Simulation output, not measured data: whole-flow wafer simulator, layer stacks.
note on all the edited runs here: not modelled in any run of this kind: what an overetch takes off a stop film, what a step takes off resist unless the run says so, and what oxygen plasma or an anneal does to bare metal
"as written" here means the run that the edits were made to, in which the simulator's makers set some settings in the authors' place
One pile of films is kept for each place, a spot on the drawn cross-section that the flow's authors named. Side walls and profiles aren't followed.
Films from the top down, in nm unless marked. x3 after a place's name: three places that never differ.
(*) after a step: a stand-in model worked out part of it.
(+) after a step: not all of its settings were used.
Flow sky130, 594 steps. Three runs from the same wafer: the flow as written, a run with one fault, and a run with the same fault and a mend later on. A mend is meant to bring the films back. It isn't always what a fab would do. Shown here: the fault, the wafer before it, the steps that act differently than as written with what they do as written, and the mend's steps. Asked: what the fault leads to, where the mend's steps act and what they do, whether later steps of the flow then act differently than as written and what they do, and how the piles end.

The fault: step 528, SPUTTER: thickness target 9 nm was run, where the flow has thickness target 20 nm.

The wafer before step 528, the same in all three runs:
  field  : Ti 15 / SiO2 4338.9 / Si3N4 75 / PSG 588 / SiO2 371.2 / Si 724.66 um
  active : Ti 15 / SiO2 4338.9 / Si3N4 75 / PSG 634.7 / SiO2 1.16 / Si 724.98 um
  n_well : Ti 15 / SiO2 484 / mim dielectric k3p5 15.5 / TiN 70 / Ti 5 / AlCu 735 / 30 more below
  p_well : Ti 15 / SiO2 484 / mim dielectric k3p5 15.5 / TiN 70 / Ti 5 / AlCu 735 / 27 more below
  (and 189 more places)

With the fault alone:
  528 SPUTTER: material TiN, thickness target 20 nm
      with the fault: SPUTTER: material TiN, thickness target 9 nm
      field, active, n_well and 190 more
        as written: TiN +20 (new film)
        with the fault: TiN +9 (new film)
  Later steps of the flow that act differently than as written (19 more steps differ only slightly, by at most 2% or 0.5 nm, whichever is larger, and aren't shown):
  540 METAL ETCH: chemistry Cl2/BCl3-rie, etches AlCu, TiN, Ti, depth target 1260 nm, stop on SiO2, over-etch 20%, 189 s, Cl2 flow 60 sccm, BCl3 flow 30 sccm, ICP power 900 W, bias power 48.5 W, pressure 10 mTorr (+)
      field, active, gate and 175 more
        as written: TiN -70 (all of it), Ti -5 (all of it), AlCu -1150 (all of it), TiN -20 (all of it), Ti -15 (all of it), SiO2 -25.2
        with the fault: TiN -70 (all of it), Ti -5 (all of it), AlCu -1150 (all of it), TiN -9 (all of it), Ti -15 (all of it), SiO2 -26.3
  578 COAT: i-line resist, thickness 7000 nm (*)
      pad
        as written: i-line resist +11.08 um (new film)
        with the fault: i-line resist +11.09 um (new film)
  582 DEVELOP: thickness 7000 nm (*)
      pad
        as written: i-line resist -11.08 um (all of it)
        with the fault: i-line resist -11.09 um (all of it)
  At the end the piles differ from the flow's by more than 2% or 0.5 nm, whichever is larger, at n_well, p_well, sd_n and 12 more.
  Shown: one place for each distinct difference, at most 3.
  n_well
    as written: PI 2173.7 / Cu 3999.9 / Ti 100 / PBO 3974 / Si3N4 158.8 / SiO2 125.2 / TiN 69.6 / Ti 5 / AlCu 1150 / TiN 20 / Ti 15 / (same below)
    with the fault: PI 2175 / Cu 3999.9 / Ti 100 / PBO 3981.9 / Si3N4 158.8 / SiO2 125.2 / TiN 69.6 / Ti 5 / AlCu 1150 / TiN 9 / Ti 15 / (same below)
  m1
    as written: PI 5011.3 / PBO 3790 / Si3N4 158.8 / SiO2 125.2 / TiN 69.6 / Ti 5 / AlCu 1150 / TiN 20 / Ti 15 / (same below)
    with the fault: PI 5011.9 / PBO 3799.1 / Si3N4 158.8 / SiO2 125.2 / TiN 69.6 / Ti 5 / AlCu 1150 / TiN 9 / Ti 15 / (same below)
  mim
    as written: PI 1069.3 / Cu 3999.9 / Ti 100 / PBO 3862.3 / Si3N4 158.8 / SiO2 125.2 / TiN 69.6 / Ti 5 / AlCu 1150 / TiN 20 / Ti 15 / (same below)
    with the fault: PI 1070.4 / Cu 3999.9 / Ti 100 / PBO 3870.7 / Si3N4 158.8 / SiO2 125.2 / TiN 69.6 / Ti 5 / AlCu 1150 / TiN 9 / Ti 15 / (same below)

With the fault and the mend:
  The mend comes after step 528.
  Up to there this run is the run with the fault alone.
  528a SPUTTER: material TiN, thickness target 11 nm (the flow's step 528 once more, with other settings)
      field, active, n_well and 190 more
        TiN +11
  No later step of the flow acts differently than as written at any place that is followed.
  At the end the piles are the same as the flow's at every place that both follow.
